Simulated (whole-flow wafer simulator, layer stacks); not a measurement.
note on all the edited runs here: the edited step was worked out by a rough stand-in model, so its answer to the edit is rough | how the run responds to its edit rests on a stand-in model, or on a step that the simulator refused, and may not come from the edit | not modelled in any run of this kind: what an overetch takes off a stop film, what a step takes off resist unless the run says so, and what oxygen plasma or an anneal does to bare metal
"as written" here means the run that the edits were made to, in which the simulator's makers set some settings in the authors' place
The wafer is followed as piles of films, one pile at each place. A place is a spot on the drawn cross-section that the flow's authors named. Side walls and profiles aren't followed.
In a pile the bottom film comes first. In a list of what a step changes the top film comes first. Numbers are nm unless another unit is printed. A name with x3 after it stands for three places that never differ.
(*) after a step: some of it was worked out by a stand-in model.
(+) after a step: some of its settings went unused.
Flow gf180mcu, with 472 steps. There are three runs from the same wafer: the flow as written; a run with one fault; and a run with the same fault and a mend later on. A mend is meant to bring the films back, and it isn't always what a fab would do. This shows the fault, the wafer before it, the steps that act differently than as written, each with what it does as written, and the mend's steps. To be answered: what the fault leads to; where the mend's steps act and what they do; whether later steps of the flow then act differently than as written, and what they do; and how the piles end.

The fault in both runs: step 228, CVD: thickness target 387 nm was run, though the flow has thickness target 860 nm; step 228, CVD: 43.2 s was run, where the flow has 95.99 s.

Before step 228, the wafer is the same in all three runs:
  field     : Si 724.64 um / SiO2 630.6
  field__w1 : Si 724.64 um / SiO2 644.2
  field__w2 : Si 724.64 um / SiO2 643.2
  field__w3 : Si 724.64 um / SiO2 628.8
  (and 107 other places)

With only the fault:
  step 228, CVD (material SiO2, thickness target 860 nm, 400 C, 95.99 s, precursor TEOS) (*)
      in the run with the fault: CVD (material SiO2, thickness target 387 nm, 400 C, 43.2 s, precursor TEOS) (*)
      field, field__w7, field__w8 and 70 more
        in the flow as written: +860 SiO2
        in the run with the fault: +396.9 SiO2
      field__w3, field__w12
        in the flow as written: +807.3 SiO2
        in the run with the fault: +376.3 SiO2
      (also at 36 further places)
  Later steps of the flow acting differently than as written:
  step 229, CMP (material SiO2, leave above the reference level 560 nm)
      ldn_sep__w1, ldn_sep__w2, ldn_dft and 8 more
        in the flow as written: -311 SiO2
        in the run with the fault: nothing
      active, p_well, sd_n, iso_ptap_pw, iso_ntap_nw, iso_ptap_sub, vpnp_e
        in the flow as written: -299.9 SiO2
        in the run with the fault: nothing
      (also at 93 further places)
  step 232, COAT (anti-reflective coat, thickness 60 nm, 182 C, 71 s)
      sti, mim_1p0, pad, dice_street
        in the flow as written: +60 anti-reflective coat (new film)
        in the run with the fault: +63.9 anti-reflective coat (new film)
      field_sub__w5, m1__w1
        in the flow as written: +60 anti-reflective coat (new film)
        in the run with the fault: +58.6 anti-reflective coat (new film)
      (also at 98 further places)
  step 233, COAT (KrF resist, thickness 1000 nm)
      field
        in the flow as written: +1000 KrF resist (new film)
        in the run with the fault: +1023.3 KrF resist (new film)
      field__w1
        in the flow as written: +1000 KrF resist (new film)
        in the run with the fault: +1030.4 KrF resist (new film)
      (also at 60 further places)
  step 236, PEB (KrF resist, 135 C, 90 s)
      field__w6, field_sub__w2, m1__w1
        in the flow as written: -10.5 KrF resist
        in the run with the fault: -11.5 KrF resist
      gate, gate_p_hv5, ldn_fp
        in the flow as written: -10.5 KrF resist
        in the run with the fault: -9.39 KrF resist
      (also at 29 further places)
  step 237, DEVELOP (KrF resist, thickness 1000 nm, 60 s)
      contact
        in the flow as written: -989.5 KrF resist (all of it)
        in the run with the fault: -1036.5 KrF resist (all of it)
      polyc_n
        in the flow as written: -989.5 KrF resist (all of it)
        in the run with the fault: -909 KrF resist (all of it)
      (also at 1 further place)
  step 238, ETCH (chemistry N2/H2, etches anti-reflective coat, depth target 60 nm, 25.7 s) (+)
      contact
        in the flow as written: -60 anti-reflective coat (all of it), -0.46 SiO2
        in the run with the fault: -51.8 anti-reflective coat (all of it), -0.67 SiO2
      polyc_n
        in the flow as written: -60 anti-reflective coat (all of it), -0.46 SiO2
        in the run with the fault: -23.7 anti-reflective coat (all of it), -1.39 SiO2
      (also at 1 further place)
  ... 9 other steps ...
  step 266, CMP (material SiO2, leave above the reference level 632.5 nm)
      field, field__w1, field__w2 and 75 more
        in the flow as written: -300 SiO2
        in the run with the fault: -287.7 SiO2
  The piles end different from the flow's at field, field__w1, field__w2 and 81 more by more than 2% or 0.5 nm, whichever is larger.
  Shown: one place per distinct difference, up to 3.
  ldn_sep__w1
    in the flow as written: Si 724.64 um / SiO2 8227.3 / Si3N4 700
    in the run with the fault: Si 724.64 um / SiO2 1048.2 / Ti 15 / TiN 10 / W 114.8 / SiO2 7042.5 / Si3N4 700
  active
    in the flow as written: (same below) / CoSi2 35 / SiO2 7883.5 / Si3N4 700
    in the run with the fault: (same below) / CoSi2 35 / SiO2 693.4 / Ti 15 / TiN 10 / W 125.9 / SiO2 7042.5 / Si3N4 700
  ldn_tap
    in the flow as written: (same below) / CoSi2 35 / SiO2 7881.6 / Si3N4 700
    in the run with the fault: (same below) / CoSi2 35 / SiO2 693.4 / Ti 15 / TiN 10 / W 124 / SiO2 7042.5 / Si3N4 700

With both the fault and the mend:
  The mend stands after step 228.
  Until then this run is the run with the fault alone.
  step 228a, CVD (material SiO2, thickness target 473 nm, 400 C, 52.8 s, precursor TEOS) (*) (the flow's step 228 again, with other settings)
      field, field__w7, field__w8 and 72 more
        +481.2 SiO2
      field_sub__w1, field_sub__w4, field_sub__w5
        +468.5 SiO2
      field__w1, contact
        +472.1 SiO2
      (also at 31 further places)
  Later steps of the flow acting differently than as written:
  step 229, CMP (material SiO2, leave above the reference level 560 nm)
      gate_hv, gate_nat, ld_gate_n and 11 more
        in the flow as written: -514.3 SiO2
        in the run with the mend: -532.4 SiO2
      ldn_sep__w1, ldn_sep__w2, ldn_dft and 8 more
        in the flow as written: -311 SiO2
        in the run with the mend: -329.1 SiO2
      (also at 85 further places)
  The piles end the same as the flow's at every place that both follow.
